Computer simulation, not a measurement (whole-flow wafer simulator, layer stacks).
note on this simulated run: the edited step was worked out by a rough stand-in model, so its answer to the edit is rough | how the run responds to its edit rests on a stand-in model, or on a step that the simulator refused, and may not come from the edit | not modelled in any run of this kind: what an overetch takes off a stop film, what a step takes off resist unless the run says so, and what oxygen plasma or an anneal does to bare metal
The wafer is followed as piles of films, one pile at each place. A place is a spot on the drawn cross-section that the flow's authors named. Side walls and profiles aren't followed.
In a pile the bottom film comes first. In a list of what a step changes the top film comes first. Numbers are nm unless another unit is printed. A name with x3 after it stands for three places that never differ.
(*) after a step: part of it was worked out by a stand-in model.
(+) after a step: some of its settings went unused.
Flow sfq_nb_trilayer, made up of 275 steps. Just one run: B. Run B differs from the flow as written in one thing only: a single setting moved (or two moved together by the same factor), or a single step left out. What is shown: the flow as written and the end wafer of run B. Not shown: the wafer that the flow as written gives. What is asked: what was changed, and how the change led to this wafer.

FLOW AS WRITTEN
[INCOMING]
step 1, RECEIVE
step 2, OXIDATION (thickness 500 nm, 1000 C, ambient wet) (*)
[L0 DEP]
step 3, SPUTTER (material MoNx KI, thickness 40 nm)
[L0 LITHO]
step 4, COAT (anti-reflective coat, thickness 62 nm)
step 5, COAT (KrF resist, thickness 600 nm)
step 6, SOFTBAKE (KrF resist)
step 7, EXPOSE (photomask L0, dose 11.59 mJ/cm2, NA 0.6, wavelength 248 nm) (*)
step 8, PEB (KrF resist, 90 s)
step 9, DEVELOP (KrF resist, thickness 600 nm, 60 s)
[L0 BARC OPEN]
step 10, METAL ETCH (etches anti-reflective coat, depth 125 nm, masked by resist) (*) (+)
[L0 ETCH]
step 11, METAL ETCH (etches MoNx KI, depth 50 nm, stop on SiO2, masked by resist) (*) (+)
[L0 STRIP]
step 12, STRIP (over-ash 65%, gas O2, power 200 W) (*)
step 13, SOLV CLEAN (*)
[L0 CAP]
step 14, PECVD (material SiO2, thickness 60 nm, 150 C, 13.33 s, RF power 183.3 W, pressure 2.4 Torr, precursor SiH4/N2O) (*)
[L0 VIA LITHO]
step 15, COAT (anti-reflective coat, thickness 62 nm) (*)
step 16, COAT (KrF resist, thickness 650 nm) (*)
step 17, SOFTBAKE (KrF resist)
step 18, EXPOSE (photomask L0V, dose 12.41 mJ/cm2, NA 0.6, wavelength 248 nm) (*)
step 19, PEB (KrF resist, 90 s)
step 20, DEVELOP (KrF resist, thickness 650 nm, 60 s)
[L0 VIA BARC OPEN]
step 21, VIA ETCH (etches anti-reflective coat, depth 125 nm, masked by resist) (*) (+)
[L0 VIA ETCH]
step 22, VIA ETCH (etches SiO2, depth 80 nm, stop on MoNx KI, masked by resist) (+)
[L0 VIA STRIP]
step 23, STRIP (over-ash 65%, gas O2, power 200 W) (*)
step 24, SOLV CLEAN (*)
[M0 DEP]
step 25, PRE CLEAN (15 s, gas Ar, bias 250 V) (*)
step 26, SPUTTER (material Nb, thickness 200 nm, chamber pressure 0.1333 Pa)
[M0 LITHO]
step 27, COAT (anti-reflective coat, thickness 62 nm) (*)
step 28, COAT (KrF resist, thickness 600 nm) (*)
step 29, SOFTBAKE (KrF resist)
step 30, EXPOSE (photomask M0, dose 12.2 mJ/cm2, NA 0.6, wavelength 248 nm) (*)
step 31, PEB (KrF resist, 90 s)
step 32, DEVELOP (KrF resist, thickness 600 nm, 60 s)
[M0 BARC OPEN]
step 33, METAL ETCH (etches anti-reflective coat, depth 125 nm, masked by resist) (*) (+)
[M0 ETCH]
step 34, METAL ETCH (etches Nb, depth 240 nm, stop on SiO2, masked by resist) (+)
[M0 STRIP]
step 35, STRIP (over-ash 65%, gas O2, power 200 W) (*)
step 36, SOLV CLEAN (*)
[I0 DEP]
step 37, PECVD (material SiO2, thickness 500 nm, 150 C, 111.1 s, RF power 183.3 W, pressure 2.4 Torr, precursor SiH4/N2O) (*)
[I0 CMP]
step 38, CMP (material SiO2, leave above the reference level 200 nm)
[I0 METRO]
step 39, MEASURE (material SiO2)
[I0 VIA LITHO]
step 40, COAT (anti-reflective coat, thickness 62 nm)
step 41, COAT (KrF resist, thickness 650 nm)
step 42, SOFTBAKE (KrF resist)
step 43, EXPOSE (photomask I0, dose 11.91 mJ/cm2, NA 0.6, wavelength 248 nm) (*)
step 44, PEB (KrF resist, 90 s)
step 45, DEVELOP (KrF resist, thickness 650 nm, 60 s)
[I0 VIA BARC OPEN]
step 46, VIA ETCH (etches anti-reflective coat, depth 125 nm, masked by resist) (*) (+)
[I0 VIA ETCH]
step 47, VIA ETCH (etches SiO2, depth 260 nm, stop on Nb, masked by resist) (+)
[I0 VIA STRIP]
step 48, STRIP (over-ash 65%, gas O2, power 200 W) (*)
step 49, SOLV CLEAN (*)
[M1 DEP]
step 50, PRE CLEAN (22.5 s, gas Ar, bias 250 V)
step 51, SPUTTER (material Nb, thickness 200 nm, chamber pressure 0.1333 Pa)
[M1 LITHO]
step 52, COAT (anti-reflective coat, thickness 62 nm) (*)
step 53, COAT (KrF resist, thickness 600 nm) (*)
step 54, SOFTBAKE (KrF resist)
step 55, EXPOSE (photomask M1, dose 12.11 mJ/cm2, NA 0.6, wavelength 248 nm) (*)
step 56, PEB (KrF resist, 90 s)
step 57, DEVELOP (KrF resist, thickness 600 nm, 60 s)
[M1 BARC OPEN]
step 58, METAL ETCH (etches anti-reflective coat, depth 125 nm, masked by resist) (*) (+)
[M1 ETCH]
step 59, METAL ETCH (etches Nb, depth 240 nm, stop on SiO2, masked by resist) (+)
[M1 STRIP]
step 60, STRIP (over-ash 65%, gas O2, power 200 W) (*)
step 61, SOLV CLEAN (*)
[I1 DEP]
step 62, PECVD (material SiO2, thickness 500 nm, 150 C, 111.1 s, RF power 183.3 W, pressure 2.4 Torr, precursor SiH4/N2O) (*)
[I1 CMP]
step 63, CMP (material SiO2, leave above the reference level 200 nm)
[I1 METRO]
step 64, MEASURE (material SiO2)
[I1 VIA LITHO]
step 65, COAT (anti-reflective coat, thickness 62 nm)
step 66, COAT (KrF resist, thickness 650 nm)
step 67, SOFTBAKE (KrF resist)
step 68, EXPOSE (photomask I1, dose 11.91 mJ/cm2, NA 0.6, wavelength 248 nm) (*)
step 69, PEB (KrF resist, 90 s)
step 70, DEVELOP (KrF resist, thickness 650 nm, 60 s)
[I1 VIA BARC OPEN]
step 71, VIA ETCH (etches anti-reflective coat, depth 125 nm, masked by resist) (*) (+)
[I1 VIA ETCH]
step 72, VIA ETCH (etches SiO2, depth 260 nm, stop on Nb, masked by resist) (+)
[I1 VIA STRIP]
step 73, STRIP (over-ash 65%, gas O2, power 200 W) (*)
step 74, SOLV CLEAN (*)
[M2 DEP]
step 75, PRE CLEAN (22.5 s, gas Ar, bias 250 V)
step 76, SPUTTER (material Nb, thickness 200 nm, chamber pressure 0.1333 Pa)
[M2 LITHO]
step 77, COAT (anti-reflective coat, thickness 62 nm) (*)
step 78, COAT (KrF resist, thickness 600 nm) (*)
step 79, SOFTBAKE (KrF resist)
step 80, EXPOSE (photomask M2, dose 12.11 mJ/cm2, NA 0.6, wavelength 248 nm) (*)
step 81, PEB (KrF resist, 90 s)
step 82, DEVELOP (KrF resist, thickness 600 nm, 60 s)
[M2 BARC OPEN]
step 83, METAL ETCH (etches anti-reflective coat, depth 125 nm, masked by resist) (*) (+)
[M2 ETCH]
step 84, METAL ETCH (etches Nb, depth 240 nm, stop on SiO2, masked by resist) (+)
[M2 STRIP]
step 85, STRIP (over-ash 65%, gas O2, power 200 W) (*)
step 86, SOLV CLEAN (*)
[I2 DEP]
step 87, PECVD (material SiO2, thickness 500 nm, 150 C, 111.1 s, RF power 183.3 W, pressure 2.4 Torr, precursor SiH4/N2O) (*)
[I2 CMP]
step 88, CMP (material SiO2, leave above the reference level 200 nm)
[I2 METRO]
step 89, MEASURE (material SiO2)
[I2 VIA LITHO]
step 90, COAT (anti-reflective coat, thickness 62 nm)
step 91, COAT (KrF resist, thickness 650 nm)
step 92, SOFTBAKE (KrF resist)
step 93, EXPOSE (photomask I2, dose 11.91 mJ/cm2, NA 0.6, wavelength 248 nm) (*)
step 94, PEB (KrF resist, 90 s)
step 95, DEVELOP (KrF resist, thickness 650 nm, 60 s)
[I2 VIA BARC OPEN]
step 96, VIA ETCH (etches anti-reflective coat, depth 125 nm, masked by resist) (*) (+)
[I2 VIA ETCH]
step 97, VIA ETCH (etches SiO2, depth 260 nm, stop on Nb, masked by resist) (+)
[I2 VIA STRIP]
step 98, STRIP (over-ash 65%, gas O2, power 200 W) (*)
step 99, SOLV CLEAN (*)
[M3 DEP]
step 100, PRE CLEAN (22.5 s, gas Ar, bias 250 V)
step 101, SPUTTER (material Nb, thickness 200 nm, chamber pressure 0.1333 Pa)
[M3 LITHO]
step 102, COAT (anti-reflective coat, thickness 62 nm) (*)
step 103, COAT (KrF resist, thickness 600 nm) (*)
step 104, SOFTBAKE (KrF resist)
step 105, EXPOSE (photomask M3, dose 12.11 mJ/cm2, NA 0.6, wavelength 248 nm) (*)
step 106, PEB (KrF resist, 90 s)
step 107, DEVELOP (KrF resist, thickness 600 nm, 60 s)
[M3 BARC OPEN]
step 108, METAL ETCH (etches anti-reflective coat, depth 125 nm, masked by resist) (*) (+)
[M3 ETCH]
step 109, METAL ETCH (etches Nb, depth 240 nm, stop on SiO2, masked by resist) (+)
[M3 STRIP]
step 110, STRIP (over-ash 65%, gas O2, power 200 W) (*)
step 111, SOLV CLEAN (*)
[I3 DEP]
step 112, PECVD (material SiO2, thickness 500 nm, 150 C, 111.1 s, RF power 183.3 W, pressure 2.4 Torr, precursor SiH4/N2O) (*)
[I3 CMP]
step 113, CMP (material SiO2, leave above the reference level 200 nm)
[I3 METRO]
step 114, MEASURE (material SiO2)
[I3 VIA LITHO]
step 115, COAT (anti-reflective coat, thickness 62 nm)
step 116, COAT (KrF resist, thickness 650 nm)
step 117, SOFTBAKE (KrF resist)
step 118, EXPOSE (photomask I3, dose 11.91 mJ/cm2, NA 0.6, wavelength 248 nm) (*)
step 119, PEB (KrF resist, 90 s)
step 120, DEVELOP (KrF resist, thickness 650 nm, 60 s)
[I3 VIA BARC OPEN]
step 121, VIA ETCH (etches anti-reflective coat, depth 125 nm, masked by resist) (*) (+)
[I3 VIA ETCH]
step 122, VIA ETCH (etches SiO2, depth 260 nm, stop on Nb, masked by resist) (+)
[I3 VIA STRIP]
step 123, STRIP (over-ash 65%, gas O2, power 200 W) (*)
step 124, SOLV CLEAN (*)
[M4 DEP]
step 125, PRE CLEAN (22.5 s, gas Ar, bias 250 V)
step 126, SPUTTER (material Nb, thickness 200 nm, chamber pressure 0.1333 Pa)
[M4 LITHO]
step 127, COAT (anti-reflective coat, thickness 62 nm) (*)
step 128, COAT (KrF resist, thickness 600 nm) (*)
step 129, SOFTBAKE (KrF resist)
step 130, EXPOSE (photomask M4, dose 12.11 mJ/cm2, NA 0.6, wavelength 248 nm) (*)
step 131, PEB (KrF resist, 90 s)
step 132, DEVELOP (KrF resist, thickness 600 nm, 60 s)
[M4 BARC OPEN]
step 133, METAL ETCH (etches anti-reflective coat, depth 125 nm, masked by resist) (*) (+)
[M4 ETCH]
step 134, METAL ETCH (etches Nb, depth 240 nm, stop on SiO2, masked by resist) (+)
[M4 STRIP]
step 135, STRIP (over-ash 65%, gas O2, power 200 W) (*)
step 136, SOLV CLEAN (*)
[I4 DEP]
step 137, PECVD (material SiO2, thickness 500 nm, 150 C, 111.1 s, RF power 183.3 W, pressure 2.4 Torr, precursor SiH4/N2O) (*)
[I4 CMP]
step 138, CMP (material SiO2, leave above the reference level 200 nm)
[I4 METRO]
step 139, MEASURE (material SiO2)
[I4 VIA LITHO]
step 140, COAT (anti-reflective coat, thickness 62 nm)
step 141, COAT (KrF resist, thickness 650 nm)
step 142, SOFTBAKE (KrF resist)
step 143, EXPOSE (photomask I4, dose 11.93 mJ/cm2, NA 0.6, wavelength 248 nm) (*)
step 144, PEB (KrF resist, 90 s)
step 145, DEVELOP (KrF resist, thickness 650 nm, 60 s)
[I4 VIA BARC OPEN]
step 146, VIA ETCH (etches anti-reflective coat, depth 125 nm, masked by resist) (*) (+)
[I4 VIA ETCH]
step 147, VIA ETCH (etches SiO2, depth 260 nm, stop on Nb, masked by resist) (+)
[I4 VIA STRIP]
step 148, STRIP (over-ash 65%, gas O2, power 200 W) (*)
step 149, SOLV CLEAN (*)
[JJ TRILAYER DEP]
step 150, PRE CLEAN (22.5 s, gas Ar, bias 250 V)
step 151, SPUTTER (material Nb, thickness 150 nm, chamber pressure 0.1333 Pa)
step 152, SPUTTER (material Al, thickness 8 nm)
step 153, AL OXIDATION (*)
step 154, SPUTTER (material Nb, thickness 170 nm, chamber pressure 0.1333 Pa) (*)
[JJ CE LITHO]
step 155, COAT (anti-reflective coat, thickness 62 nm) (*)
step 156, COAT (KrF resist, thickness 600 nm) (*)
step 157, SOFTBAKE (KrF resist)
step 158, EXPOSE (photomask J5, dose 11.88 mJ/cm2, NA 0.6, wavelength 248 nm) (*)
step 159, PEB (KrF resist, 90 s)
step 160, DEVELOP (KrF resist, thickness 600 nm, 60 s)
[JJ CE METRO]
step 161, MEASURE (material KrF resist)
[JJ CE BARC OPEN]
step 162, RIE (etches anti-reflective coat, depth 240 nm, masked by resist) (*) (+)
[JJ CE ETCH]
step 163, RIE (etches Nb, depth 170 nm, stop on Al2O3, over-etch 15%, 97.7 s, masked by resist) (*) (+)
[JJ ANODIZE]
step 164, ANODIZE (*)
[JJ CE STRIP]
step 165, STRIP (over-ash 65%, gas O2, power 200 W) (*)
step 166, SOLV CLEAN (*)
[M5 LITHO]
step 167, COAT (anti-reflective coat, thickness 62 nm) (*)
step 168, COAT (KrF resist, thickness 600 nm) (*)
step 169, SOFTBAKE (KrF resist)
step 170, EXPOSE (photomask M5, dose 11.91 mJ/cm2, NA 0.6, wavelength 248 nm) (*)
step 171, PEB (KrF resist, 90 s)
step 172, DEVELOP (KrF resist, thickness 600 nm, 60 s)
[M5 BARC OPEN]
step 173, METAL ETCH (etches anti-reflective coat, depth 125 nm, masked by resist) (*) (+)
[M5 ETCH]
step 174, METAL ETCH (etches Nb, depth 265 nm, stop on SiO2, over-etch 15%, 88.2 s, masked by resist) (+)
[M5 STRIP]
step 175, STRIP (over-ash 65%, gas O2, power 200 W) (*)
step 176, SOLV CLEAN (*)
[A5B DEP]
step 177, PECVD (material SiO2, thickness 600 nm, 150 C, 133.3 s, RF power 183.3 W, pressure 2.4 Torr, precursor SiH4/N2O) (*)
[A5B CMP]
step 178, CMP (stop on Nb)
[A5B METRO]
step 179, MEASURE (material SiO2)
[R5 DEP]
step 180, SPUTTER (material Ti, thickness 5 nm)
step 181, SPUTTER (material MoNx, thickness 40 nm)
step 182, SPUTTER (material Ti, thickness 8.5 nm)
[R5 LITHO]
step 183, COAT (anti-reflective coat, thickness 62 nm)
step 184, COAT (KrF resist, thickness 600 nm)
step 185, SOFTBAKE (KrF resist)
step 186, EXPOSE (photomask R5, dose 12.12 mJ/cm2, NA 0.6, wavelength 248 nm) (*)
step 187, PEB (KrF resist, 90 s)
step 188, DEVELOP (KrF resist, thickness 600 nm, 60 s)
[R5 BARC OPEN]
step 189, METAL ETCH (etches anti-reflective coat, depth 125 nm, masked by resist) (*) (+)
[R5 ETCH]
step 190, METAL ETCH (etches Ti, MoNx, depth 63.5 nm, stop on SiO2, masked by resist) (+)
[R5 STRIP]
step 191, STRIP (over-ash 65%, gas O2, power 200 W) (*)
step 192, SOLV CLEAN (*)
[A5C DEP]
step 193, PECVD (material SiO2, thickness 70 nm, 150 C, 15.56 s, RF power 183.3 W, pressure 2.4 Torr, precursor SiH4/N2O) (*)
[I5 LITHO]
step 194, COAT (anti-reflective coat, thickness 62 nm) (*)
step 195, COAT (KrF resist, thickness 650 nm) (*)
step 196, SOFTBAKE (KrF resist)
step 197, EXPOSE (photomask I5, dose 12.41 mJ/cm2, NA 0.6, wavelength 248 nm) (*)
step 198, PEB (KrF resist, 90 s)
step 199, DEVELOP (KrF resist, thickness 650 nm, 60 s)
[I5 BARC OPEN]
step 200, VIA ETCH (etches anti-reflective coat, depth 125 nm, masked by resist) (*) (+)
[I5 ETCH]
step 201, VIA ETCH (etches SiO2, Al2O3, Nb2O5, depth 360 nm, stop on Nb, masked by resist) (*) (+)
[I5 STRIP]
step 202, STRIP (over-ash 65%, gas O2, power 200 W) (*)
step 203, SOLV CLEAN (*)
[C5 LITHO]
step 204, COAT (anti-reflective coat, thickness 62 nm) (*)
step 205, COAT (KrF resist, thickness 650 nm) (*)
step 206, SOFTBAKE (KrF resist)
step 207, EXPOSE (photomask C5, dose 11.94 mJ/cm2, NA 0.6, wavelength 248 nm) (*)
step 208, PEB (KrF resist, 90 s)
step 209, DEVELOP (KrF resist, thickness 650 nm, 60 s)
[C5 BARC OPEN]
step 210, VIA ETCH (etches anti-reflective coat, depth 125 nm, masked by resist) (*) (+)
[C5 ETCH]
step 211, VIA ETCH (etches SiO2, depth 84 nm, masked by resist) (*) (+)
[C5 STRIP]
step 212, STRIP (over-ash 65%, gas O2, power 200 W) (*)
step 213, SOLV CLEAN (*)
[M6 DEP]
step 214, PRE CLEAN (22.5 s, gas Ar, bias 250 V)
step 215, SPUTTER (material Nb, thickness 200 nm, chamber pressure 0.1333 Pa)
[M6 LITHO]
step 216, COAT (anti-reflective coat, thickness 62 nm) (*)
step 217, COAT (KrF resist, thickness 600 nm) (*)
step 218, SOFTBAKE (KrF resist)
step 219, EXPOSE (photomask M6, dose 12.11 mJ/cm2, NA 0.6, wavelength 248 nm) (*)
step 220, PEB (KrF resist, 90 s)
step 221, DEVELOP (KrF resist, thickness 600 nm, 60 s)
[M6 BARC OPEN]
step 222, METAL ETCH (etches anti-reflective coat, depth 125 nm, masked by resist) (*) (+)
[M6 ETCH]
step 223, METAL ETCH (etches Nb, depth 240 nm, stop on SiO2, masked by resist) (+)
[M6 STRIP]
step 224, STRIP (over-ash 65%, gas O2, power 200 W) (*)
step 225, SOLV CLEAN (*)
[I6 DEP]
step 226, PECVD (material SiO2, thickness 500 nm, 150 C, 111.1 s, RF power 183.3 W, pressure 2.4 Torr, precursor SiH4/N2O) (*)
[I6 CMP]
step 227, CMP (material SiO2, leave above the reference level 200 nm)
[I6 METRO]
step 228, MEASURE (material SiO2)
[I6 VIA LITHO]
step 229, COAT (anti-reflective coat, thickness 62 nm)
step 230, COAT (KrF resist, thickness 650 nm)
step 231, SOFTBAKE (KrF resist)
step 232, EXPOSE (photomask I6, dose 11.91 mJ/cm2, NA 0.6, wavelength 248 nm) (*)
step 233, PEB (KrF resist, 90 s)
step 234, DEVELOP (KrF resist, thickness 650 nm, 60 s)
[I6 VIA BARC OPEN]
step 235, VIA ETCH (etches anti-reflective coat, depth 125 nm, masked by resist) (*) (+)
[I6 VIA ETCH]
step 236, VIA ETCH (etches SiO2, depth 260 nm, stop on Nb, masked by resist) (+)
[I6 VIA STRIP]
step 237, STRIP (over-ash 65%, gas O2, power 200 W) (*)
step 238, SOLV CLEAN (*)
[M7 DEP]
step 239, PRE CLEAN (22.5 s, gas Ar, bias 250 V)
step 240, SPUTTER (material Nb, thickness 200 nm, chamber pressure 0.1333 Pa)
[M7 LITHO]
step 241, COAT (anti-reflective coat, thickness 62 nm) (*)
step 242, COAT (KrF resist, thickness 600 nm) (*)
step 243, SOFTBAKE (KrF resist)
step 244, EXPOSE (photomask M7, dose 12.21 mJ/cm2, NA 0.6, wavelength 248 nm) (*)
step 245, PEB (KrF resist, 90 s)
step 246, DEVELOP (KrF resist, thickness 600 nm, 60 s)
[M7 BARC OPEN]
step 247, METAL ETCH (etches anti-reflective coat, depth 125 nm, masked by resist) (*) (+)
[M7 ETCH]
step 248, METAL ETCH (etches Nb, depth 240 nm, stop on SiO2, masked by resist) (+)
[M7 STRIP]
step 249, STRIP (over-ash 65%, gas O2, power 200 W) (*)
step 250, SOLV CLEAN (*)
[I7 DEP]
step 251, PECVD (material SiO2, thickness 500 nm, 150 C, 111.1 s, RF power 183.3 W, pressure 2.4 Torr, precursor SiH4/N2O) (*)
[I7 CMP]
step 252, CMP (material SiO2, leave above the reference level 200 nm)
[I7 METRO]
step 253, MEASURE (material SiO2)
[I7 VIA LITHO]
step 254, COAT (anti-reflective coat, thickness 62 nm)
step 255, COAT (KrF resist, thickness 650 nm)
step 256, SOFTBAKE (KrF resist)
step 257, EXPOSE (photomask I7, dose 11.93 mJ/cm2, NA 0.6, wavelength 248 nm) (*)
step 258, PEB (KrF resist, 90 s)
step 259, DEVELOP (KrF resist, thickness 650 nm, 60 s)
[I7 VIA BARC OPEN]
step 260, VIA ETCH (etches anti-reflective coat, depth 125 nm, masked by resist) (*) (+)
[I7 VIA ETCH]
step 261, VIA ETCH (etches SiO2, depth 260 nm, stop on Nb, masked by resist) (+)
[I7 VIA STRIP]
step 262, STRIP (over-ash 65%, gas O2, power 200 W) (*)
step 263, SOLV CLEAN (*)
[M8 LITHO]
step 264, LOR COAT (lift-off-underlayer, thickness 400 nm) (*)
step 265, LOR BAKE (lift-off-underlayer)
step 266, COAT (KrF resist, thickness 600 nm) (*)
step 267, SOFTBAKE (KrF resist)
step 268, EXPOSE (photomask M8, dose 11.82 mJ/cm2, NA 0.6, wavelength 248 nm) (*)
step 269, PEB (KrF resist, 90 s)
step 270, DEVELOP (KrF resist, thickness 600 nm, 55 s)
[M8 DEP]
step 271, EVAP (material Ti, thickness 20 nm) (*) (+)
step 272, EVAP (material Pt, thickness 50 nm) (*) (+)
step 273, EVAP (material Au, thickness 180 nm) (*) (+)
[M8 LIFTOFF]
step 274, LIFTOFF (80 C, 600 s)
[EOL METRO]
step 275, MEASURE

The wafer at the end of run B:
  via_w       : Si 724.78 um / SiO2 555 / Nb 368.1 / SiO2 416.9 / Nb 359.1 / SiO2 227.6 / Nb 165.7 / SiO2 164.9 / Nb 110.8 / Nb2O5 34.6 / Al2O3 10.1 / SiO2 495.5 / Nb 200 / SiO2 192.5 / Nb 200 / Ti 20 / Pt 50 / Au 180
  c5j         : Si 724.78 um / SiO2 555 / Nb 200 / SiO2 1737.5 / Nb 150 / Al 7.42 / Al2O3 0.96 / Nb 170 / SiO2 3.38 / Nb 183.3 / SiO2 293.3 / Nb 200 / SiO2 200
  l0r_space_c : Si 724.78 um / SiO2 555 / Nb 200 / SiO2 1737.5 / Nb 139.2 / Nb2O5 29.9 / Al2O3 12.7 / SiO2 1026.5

What caused this: step 112, PECVD: thickness 275 nm was run, though the flow has thickness 500 nm; step 112, PECVD: 61.11 s was run, where the flow has 111.1 s.

How this came from the change, step by step:
  step 112, PECVD (material SiO2, thickness 500 nm, 150 C, 111.1 s, RF power 183.3 W, pressure 2.4 Torr, precursor SiH4/N2O) (*)
      field_l, be, be_sur and 64 more: SiO2 gains 275 (as written it would have been: SiO2 gains 500)
      v_sur, via_wl, via_wr and 27 more: SiO2 gains 275 (new film) (as written it would have been: SiO2 gains 500 (new film))
      (as well as at 9 more places)
  step 113, CMP (material SiO2, leave above the reference level 200 nm)
      field_l, be, be_sur and 64 more: nothing (as written it would have been: SiO2 loses 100)
      p4_g1, p4_g2, p3_s0, p3_s1, p3_s2, p3_s3, p3_s4, p3_s5: nothing (as written it would have been: SiO2 loses 157.1)
      (as well as at 31 more places)
  step 115, COAT (anti-reflective coat, thickness 62 nm)
      p3_l1, p3_l2, p3_l3, p3_l4: anti-reflective coat gains 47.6 (new film) (as written it would have been: anti-reflective coat gains 62 (new film))
      jj_sur, ce_l, c5j: anti-reflective coat gains 63.4 (new film) (as written it would have been: anti-reflective coat gains 62 (new film))
      (as well as at 78 more places)
  step 116, COAT (KrF resist, thickness 650 nm)
      m0r_line_l, m6r_line_l, m7r_line_l: KrF resist gains 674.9 (new film) (as written it would have been: KrF resist gains 650 (new film))
      m0r_space_l, m6r_space_l, m7r_space_l: KrF resist gains 665.1 (new film) (as written it would have been: KrF resist gains 650 (new film))
      (as well as at 73 more places)
  step 120, DEVELOP (KrF resist, thickness 650 nm, 60 s)
      via_v: KrF resist loses 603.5 (all of it) (as written it would have been: KrF resist loses 648.6 (all of it))
  step 121, VIA ETCH (etches anti-reflective coat, depth 125 nm, masked by resist) (*) (+)
      field_l, v_sur, via_wl and 102 more: KrF resist loses 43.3 (as written it would have been: KrF resist loses 51.7)
      via_v: anti-reflective coat loses 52 (all of it), SiO2 loses 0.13 (as written it would have been: anti-reflective coat loses 62 (all of it), SiO2 loses 0.16)
  step 123, STRIP (over-ash 65%, gas O2, power 200 W) (*)
      field_r, lsp_l, ln_m5: KrF resist loses 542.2 (all of it), anti-reflective coat loses 62.8 (all of it) (as written it would have been: KrF resist loses 528.6 (all of it), anti-reflective coat loses 62 (all of it))
      m0r_line_l, m6r_line_l, m7r_line_l: KrF resist loses 561.8 (all of it), anti-reflective coat loses 62.9 (all of it) (as written it would have been: KrF resist loses 528.6 (all of it), anti-reflective coat loses 62 (all of it))
      (as well as at 99 more places)
  step 126, SPUTTER (material Nb, thickness 200 nm, chamber pressure 0.1333 Pa)
      via_w: Nb gains 165.7 (new film) (as written it would have been: Nb gains 200 (new film))
  step 127, COAT (anti-reflective coat, thickness 62 nm) (*)
      m0r_line_l, m0r_line_r, m6r_line_l, m6r_line_r, m7r_line_l, m7r_line_r: anti-reflective coat gains 63.4 (new film) (as written it would have been: anti-reflective coat gains 62 (new film))
      m0r_space_l, m0r_space_r, m6r_space_l, m6r_space_r, m7r_space_l, m7r_space_r: anti-reflective coat gains 75.4 (new film) (as written it would have been: anti-reflective coat gains 62 (new film))
      (as well as at 79 more places)
  step 128, COAT (KrF resist, thickness 600 nm) (*)
      m0r_line_l, m0r_line_r, m6r_line_l, m6r_line_r, m7r_line_l, m7r_line_r: KrF resist gains 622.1 (new film) (as written it would have been: KrF resist gains 600 (new film))
      m0r_space_l, m0r_space_r, m6r_space_l, m6r_space_r, m7r_space_l, m7r_space_r: KrF resist gains 616 (new film) (as written it would have been: KrF resist gains 600 (new film))
      (as well as at 70 more places)
  step 132, DEVELOP (KrF resist, thickness 600 nm, 60 s)
      m0r_line_l, m0r_line_r, m6r_line_l, m6r_line_r, m7r_line_l, m7r_line_r: KrF resist loses 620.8 (all of it) (as written it would have been: KrF resist loses 598.7 (all of it))
      m0r_space_l, m0r_space_r, m6r_space_l, m6r_space_r, m7r_space_l, m7r_space_r: KrF resist loses 614.7 (all of it) (as written it would have been: KrF resist loses 598.7 (all of it))
      (as well as at 34 more places)
  step 133, METAL ETCH (etches anti-reflective coat, depth 125 nm, masked by resist) (*) (+)
      r5r_spacepad_l, r5r_spacepad_r: anti-reflective coat loses 125 (as written it would have been: anti-reflective coat loses 62 (all of it))
      v_sur, via_wl, via_w and 36 more: KrF resist loses 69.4 (as written it would have been: KrF resist loses 51.7)
      (as well as at 53 more places)
  step 134, METAL ETCH (etches Nb, depth 240 nm, stop on SiO2, masked by resist) (+)
      r5r_spacepad_l, r5r_spacepad_r: anti-reflective coat loses 0.91 (all of it), Nb loses 200 (all of it) (as written it would have been: Nb loses 200 (all of it))
  step 135, STRIP (over-ash 65%, gas O2, power 200 W) (*)
      ln_m5, lsp_m: KrF resist loses 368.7 (all of it), anti-reflective coat loses 62.5 (all of it) (as written it would have been: KrF resist loses 381.9 (all of it), anti-reflective coat loses 61.8 (all of it))
      v_sur: KrF resist loses 300.1 (all of it), anti-reflective coat loses 42.9 (all of it) (as written it would have been: KrF resist loses 379.9 (all of it), anti-reflective coat loses 61.4 (all of it))
      (as well as at 36 more places)
  step 137, PECVD (material SiO2, thickness 500 nm, 150 C, 111.1 s, RF power 183.3 W, pressure 2.4 Torr, precursor SiH4/N2O) (*)
      p3_s0, p3_s1, p3_s2, p3_s3, p3_s4, p3_s5: SiO2 gains 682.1 (as written it would have been: SiO2 gains 557.1)
      via_w: SiO2 gains 589.6 (new film) (as written it would have been: SiO2 gains 500 (new film))
  step 138, CMP (material SiO2, leave above the reference level 200 nm)
      field_l, be, be_sur and 55 more: nothing (as written it would have been: SiO2 loses 100)
      lsp_r, l0_sur, l0v: nothing (as written it would have been: SiO2 loses 91.9)
      (as well as at 9 more places)
  ... 36 other steps ...
  step 227, CMP (material SiO2, leave above the reference level 200 nm)
      ce_l, ce_r: SiO2 loses 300 (as written it would have been: SiO2 loses 290)
      c5j: SiO2 loses 233 (as written it would have been: SiO2 loses 223)
If metal films that touch count as one body, via_w has 6 bodies (between them, from the top down: SiO2 192.5; SiO2 495.5 / Al2O3 10.1 / Nb2O5 34.6; SiO2 164.9; SiO2 227.6; SiO2 416.9); the flow as written gives 5 bodies (between them, from the top down: SiO2 192.5; SiO2 427.3 / Al2O3 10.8 / Nb2O5 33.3; SiO2 425.9; SiO2 416.9).
If metal films that touch count as one body, c5j has 5 bodies (between them, from the top down: SiO2 293.3; SiO2 3.38; Al2O3 0.96; SiO2 1737.5); the flow as written gives 4 bodies (between them, from the top down: SiO2 284.2; Al2O3 0.96; SiO2 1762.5).
